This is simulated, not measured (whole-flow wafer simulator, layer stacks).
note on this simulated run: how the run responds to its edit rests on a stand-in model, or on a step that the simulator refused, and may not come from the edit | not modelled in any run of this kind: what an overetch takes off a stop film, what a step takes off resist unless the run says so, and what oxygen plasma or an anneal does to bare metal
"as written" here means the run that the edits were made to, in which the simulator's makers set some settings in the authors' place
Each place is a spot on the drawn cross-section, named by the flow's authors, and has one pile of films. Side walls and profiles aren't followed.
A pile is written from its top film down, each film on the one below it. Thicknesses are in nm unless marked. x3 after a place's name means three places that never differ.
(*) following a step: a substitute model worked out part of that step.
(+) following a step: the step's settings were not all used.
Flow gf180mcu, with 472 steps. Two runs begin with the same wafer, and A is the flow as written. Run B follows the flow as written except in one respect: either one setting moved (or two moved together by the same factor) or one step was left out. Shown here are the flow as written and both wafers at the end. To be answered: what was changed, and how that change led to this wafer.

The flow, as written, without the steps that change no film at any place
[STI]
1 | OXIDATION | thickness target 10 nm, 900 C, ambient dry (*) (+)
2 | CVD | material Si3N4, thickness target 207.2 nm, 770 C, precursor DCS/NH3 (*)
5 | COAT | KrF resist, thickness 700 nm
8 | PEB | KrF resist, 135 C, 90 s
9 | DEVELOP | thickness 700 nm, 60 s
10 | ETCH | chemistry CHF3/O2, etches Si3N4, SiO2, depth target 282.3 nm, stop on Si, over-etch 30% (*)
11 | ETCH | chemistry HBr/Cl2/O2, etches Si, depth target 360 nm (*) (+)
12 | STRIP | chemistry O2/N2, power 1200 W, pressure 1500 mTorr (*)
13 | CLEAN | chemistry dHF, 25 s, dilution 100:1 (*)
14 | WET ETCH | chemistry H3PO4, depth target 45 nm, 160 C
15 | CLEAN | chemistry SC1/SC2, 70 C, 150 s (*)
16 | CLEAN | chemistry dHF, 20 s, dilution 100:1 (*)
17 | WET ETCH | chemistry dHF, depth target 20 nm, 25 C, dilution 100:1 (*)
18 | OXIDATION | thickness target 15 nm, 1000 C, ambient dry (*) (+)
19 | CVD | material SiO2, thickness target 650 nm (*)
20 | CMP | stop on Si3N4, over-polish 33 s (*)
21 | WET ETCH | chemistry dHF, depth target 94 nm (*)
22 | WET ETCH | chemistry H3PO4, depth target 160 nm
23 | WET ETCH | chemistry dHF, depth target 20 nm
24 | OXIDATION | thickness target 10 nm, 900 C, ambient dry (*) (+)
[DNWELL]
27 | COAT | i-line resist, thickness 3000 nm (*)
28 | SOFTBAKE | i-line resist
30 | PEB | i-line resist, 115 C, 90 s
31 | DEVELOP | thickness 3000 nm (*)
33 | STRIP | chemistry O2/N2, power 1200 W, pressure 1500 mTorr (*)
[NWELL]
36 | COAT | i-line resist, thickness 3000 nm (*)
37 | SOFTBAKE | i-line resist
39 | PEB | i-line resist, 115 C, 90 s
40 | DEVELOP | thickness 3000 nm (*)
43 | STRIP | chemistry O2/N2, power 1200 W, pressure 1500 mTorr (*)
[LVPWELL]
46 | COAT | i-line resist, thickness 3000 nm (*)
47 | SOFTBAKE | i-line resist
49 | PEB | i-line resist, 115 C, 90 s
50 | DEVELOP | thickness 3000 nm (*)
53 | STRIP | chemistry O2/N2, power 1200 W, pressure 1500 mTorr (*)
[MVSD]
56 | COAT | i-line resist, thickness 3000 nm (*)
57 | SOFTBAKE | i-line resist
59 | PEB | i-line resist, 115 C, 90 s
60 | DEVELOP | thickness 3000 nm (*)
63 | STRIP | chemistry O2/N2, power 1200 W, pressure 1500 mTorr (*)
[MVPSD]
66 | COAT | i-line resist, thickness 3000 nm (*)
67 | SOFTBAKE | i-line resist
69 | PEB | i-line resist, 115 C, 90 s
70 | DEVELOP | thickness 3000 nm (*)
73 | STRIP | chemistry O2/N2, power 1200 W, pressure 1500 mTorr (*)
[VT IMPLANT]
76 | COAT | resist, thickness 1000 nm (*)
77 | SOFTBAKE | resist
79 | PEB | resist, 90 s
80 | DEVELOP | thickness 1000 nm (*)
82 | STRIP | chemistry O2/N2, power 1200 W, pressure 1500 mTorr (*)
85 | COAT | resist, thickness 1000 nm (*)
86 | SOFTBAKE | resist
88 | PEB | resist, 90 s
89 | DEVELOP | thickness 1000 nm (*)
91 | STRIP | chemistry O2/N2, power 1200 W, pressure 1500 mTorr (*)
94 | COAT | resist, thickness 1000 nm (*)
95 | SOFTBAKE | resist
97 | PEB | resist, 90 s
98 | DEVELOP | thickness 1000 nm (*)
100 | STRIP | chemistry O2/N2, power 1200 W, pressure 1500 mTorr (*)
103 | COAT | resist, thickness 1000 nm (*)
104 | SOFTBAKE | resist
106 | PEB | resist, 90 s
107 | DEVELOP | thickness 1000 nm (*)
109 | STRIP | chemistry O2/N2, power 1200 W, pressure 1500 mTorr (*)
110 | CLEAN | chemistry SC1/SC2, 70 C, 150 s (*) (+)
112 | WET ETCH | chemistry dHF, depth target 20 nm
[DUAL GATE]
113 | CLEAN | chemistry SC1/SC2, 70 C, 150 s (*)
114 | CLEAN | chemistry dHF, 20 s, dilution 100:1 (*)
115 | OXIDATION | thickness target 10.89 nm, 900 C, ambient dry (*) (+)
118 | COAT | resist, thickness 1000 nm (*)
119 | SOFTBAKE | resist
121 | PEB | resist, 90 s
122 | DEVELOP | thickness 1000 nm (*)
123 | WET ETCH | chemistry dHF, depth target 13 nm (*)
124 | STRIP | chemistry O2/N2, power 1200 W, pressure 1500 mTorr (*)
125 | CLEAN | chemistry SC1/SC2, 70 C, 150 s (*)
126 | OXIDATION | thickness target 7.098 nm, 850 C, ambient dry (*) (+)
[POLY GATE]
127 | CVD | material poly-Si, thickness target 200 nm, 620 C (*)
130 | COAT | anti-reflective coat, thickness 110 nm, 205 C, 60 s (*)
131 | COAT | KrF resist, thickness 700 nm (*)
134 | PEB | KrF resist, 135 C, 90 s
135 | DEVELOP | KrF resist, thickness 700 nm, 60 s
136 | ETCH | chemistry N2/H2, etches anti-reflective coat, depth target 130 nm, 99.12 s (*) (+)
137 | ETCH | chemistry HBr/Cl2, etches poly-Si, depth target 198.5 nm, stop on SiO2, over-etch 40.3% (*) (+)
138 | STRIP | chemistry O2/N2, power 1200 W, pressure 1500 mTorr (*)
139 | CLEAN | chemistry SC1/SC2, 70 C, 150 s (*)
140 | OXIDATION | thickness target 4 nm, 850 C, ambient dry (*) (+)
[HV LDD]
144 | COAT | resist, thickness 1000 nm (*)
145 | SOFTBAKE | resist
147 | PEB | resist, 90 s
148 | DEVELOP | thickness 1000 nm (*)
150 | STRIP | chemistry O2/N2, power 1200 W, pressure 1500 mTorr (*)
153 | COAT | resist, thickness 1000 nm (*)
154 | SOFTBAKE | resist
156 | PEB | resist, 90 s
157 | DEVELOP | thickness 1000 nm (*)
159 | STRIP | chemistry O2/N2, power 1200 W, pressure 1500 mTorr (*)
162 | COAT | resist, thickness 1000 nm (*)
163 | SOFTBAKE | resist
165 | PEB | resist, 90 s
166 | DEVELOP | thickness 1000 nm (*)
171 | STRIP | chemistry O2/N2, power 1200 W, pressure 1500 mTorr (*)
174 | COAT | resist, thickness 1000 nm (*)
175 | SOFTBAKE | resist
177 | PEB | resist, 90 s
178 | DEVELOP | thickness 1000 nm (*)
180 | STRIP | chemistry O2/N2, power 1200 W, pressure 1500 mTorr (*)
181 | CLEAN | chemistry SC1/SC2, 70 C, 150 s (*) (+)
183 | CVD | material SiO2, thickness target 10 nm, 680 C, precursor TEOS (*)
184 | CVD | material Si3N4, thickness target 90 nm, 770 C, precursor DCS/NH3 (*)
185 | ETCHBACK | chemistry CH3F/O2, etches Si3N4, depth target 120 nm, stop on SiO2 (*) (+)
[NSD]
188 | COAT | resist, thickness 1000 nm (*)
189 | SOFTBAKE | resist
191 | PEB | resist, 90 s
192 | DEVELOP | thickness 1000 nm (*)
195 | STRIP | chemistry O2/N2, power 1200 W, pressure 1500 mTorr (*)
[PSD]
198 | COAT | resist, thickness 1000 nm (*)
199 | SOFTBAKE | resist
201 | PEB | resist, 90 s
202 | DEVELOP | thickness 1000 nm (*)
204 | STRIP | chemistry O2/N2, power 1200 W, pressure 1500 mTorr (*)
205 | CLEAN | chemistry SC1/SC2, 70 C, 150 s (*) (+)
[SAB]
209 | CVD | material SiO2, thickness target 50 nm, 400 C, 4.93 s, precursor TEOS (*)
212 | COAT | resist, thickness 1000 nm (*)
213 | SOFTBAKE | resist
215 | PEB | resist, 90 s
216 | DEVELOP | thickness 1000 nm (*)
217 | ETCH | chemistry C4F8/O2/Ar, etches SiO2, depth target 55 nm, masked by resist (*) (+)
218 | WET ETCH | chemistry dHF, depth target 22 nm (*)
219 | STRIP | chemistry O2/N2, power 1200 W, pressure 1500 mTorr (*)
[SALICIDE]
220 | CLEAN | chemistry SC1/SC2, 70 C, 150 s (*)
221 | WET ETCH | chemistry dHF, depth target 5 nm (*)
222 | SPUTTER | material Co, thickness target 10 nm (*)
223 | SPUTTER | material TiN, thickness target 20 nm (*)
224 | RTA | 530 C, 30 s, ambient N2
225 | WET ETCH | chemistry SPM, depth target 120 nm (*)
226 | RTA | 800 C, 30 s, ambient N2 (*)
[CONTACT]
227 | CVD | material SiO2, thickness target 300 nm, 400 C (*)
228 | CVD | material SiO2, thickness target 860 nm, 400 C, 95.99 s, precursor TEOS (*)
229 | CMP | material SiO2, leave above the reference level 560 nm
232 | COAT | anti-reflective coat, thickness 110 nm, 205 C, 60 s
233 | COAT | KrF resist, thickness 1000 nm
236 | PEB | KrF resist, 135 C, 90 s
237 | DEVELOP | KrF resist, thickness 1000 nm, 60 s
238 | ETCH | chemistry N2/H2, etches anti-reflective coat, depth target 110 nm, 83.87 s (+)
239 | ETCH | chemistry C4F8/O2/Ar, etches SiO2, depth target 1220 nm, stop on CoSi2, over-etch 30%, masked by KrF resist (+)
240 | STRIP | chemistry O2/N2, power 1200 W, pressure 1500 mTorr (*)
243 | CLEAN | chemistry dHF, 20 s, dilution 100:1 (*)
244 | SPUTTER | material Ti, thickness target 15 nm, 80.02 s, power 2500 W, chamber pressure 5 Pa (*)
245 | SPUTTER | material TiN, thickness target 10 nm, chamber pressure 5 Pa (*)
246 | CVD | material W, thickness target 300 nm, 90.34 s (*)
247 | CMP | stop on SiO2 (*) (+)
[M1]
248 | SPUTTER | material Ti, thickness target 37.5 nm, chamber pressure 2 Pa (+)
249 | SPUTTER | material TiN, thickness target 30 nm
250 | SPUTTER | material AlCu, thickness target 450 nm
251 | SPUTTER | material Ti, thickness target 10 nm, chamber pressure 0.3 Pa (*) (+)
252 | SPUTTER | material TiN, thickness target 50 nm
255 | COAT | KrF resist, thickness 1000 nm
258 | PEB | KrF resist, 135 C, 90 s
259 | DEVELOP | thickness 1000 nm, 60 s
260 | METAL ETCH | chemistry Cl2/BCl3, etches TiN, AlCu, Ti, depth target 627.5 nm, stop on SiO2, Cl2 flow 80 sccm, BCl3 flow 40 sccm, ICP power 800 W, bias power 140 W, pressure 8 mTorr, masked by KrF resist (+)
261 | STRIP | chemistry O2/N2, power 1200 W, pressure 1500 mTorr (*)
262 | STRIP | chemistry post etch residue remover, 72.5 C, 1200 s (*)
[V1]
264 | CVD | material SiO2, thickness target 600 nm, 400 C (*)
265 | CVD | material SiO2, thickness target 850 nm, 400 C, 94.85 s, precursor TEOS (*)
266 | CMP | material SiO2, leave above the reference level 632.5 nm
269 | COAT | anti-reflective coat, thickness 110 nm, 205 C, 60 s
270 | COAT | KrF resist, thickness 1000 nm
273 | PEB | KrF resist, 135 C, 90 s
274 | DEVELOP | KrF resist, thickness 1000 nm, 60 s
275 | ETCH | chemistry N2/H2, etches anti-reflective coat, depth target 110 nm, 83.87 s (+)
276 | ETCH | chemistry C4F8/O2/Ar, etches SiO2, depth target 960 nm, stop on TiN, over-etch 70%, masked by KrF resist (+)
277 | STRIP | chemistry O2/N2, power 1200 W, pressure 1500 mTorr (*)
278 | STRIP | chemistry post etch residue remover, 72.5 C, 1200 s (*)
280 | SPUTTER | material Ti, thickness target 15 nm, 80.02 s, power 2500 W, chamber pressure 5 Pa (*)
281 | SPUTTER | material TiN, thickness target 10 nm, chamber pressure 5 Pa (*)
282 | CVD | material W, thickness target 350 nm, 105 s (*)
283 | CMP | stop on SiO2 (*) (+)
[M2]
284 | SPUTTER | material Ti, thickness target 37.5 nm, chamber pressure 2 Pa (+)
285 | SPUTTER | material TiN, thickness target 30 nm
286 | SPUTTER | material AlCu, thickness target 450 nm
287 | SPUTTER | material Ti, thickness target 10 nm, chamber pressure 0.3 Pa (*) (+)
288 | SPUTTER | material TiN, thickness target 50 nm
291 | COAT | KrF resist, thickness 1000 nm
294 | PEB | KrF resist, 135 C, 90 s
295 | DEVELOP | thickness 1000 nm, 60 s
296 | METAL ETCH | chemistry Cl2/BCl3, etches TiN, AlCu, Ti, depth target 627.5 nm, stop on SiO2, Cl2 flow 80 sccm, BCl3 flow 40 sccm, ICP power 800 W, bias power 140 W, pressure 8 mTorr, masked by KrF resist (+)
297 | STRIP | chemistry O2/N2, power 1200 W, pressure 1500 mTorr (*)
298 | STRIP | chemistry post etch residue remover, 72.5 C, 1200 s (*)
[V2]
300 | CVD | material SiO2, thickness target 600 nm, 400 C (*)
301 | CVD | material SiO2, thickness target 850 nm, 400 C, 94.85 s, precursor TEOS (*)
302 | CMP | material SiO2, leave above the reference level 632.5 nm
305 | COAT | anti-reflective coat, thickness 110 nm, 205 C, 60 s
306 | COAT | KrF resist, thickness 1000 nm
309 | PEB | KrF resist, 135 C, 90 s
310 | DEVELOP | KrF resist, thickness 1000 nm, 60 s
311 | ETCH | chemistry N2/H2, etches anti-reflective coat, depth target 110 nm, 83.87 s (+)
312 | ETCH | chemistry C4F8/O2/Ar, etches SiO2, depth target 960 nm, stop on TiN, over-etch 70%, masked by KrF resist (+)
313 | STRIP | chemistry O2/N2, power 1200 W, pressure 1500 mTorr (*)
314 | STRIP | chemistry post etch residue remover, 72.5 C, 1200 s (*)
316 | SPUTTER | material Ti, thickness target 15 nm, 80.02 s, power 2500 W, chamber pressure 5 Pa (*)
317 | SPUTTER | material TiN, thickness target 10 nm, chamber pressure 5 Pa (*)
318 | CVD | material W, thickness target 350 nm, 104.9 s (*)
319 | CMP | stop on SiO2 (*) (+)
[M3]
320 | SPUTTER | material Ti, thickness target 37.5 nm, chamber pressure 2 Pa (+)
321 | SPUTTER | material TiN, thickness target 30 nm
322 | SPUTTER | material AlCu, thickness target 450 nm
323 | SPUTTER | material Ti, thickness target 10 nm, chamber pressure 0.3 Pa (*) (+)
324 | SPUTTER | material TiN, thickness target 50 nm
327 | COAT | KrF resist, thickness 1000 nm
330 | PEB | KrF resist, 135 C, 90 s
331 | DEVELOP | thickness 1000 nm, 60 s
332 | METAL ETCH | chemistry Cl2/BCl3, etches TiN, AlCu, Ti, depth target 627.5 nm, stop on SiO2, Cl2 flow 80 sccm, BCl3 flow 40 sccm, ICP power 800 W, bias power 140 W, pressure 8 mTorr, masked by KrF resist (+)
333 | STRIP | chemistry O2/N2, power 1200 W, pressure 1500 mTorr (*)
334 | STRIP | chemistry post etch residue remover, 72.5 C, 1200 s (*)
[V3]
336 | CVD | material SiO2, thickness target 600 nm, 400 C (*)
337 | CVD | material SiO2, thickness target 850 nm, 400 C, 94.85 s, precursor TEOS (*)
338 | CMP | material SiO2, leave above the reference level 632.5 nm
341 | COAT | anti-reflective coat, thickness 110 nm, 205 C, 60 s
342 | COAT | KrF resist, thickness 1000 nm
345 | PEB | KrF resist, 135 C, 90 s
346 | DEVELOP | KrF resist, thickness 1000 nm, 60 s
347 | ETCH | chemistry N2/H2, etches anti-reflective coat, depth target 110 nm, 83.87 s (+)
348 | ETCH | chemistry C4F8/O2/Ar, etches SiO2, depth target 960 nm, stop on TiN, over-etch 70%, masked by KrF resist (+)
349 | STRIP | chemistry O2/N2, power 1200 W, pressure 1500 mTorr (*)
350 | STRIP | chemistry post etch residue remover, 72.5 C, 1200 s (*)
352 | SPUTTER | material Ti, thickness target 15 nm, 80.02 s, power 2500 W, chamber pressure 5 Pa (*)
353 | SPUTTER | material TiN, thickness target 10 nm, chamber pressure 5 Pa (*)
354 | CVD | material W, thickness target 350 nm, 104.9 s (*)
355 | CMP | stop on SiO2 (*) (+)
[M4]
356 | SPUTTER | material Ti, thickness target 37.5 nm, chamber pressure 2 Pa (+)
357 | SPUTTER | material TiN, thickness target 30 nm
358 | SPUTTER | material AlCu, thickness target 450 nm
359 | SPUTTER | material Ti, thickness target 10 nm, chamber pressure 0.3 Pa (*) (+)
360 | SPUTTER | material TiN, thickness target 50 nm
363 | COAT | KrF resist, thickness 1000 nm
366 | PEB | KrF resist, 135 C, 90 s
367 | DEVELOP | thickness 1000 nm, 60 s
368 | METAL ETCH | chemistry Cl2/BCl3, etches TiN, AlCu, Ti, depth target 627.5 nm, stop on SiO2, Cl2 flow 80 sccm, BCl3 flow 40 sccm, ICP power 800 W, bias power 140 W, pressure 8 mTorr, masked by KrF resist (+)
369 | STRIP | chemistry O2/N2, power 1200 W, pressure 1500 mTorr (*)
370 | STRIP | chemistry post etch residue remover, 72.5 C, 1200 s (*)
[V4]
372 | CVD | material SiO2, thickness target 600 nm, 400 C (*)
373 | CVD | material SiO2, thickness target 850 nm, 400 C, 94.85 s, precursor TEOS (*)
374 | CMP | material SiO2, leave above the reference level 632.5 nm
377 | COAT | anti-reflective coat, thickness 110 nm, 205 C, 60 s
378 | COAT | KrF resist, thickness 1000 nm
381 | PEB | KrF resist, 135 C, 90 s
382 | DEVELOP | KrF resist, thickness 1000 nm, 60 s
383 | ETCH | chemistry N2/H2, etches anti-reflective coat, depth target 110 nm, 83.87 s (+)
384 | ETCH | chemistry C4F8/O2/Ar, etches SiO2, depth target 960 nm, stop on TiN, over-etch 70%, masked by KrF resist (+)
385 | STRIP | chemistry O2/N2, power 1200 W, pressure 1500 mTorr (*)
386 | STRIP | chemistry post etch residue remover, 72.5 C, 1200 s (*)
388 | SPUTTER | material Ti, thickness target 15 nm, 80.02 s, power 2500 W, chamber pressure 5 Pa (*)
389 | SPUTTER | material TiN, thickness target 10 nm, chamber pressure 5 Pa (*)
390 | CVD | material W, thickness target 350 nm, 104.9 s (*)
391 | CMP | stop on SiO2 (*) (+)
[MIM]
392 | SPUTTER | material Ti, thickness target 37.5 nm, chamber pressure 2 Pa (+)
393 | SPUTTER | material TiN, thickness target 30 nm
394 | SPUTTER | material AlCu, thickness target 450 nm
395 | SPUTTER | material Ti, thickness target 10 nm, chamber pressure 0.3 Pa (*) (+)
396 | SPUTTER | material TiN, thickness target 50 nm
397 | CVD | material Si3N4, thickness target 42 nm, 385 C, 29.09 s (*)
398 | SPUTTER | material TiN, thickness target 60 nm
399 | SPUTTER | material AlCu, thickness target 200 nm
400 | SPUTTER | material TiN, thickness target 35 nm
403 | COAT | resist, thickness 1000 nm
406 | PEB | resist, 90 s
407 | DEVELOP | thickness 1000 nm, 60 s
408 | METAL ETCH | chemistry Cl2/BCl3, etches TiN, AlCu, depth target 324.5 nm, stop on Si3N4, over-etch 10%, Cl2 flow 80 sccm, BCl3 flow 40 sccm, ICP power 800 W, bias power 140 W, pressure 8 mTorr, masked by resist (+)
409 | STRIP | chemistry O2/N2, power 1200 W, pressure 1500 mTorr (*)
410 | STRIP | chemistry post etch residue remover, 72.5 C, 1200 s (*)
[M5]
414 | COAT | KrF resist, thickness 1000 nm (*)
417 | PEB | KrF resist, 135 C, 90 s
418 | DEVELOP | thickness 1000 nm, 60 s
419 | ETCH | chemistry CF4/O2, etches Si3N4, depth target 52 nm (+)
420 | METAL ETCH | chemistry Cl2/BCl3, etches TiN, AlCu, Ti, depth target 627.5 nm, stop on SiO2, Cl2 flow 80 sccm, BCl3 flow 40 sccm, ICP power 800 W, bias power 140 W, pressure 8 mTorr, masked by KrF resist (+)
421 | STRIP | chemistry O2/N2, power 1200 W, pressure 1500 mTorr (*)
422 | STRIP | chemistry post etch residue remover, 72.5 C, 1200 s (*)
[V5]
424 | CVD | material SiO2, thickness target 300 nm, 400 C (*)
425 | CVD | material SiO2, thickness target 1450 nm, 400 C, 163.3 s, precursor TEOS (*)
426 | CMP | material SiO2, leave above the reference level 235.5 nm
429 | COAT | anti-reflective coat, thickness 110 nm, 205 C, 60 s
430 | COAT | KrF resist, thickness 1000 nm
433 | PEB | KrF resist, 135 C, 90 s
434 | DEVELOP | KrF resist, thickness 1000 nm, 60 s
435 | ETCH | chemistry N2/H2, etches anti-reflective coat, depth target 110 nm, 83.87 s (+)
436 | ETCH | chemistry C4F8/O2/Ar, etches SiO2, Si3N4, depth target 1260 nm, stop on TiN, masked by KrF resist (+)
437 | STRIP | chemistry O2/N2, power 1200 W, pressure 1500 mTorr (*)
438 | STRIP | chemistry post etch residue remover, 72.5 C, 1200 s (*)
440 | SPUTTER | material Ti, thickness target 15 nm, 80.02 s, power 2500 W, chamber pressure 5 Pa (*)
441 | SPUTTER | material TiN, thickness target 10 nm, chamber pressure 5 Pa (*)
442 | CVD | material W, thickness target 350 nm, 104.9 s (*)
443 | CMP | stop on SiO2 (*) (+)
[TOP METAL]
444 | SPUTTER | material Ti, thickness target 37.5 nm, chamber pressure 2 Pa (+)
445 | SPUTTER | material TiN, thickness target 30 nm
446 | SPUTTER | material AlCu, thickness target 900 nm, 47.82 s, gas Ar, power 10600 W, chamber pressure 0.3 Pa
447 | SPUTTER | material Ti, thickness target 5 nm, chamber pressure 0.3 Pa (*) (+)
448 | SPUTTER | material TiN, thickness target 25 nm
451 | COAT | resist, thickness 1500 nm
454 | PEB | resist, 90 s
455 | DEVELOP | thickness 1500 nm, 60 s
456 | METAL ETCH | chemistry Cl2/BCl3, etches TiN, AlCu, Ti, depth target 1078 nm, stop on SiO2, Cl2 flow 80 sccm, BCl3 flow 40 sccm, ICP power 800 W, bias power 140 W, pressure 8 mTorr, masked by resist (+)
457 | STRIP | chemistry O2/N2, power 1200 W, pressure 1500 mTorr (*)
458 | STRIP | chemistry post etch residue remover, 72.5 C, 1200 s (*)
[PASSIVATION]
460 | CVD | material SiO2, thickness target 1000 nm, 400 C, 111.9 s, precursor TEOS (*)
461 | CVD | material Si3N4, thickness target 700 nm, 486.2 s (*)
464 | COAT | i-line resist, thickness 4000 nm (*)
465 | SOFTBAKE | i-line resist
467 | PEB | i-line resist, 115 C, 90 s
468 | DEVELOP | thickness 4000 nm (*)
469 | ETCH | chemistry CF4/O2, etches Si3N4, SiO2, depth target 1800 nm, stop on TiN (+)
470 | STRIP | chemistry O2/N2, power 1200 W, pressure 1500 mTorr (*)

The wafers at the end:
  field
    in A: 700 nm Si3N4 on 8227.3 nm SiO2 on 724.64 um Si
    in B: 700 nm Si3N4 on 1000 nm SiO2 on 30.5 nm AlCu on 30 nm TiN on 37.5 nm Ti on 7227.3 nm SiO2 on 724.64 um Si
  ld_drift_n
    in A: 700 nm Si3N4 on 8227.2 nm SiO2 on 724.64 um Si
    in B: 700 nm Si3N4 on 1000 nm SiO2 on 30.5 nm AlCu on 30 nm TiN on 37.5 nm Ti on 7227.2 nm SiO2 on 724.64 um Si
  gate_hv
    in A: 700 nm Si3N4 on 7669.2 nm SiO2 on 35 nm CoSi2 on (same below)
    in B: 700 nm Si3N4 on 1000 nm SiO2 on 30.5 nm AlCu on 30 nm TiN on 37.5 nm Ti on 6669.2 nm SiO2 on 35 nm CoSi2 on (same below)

The reason: step 446, SPUTTER: 57.38 s was run, whereas the flow has 47.82 s.

The path from the change to this, step by step:
  446 | SPUTTER | material AlCu, thickness target 900 nm, 47.82 s, gas Ar, power 10600 W, chamber pressure 0.3 Pa
      field, field__w1, field__w2 and 109 more: A AlCu gains 900 (new film) | B AlCu gains 1083.8 (new film)
  456 | METAL ETCH | chemistry Cl2/BCl3, etches TiN, AlCu, Ti, depth target 1078 nm, stop on SiO2, Cl2 flow 80 sccm, BCl3 flow 40 sccm, ICP power 800 W, bias power 140 W, pressure 8 mTorr, masked by resist (+)
      field, field__w1, field__w2 and 103 more: A TiN loses 25 (all of it), Ti loses 5 (all of it), AlCu loses 900 (all of it), TiN loses 30 (all of it), Ti loses 37.5 (all of it) | B TiN loses 25 (all of it), Ti loses 5 (all of it), AlCu loses 1047.5
  458 | STRIP | chemistry post etch residue remover, 72.5 C, 1200 s (*)
      field, field__w1, field__w2 and 103 more: A nothing | B AlCu loses 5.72
  460 | CVD | material SiO2, thickness target 1000 nm, 400 C, 111.9 s, precursor TEOS (*)
      field, field__w1, field__w2 and 103 more: A SiO2 gains 1000 | B SiO2 gains 1000 (new film)
  464 | COAT | i-line resist, thickness 4000 nm (*)
      field__w8: A i-line resist gains 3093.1 (new film) | B i-line resist gains 3018.1 (new film)
      contact: A i-line resist gains 3153.6 (new film) | B i-line resist gains 3059.2 (new film)
      (also at 4 further places)
  465 | SOFTBAKE | i-line resist
      field__w5, field__w9: A i-line resist gains 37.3 | B i-line resist gains 34.2
      field__w11, field__w13: A i-line resist gains 37.9 | B i-line resist gains 35.5
      (also at 56 further places)
  467 | PEB | i-line resist, 115 C, 90 s
      field__w8, m1__w1: A i-line resist loses 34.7 | B i-line resist loses 33.3
      contact, m1: A i-line resist loses 35.1 | B i-line resist loses 33.6
      (also at 2 further places)
  468 | DEVELOP | thickness 4000 nm (*)
      pad: A i-line resist loses 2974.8 (all of it) | B i-line resist loses 2889.9 (all of it)
  470 | STRIP | chemistry O2/N2, power 1200 W, pressure 1500 mTorr (*)
      field__w8, m1__w1: A i-line resist loses 1787.7 (all of it) | B i-line resist loses 1705.3 (all of it)
      contact: A i-line resist loses 1811.2 (all of it) | B i-line resist loses 1722 (all of it)
      (also at 2 further places)
Taking metal films that touch as one body, field has 1 body; the flow as written gives 0 bodies.
Taking metal films that touch as one body, ld_drift_n has 1 body; the flow as written gives 0 bodies.
Taking metal films that touch as one body, gate_hv has 2 bodies (between them, from the top down: SiO2 6669.2); the flow as written gives 1 body.
